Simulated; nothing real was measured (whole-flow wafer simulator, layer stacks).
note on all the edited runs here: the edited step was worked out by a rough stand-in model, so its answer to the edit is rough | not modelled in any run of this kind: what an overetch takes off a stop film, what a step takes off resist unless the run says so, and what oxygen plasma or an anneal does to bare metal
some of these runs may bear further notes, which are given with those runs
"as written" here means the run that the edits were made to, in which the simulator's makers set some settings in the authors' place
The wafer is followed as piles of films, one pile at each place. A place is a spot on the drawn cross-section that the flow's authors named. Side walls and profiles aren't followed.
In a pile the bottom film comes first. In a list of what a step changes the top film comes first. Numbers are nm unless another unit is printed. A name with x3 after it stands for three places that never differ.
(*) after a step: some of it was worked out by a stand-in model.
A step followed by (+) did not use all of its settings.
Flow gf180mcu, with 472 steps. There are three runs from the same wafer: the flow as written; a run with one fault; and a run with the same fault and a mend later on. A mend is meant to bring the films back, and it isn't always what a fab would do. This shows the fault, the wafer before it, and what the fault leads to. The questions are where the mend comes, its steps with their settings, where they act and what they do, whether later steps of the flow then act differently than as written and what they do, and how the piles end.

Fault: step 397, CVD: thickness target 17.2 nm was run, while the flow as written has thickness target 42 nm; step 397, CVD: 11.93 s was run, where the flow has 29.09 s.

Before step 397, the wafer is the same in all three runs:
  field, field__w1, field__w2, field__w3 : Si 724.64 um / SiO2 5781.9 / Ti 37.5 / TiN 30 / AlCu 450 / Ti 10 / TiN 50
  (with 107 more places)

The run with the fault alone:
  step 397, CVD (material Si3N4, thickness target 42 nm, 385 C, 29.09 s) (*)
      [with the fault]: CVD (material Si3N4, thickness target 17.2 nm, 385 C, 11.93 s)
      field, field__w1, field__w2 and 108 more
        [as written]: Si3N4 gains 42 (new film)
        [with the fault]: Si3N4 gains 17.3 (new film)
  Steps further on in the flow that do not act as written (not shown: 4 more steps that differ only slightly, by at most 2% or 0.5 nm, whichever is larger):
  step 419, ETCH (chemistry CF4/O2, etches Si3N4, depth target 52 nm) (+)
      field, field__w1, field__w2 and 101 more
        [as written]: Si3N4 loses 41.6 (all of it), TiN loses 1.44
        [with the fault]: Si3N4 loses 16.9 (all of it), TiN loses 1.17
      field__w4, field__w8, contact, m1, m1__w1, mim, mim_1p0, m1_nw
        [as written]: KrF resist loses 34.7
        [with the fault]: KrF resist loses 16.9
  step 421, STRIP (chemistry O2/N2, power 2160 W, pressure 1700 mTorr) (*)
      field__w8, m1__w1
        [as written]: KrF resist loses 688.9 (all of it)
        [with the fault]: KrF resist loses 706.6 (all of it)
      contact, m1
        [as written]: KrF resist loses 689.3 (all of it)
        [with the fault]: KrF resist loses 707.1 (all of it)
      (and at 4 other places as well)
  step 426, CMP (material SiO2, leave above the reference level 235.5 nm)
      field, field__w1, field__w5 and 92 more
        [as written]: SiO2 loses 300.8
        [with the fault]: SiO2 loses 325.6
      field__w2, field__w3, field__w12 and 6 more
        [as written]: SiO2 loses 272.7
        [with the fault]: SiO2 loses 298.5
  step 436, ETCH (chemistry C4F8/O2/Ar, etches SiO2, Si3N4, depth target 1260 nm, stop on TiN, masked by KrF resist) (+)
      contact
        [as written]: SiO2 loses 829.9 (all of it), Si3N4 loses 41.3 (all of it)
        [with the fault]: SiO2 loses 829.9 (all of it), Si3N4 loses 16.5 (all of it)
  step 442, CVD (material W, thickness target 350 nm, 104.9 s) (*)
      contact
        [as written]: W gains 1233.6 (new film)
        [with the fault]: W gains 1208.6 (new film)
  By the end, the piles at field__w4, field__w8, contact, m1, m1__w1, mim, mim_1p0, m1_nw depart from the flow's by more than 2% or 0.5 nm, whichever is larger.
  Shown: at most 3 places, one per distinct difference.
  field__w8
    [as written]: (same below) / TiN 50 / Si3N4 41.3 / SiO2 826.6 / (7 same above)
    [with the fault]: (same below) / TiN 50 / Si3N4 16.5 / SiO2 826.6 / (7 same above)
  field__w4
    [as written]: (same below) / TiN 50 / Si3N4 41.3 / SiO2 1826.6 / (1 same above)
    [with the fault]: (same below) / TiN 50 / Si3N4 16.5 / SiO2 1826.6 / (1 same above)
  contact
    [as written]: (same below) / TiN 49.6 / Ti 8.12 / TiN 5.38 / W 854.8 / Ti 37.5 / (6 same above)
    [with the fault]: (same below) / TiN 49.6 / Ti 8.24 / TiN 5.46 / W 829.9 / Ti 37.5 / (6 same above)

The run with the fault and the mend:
  The mend follows step 397.
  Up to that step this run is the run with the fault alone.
  step 397a, CVD (material Si3N4, thickness target 24.8 nm, 385 C, 17.17 s) (the flow's step 397, run once more with other settings)
      field, field__w1, field__w2 and 108 more
        Si3N4 gains 24.8
  None of the later steps of the flow differs from how it acts as written, at any place that is followed, by more than 2% or 0.5 nm, whichever is larger.
  When the end is reached, the piles differ only a little from the flow's at the places that both follow, at most by 2% or 0.5 nm, whichever is larger.
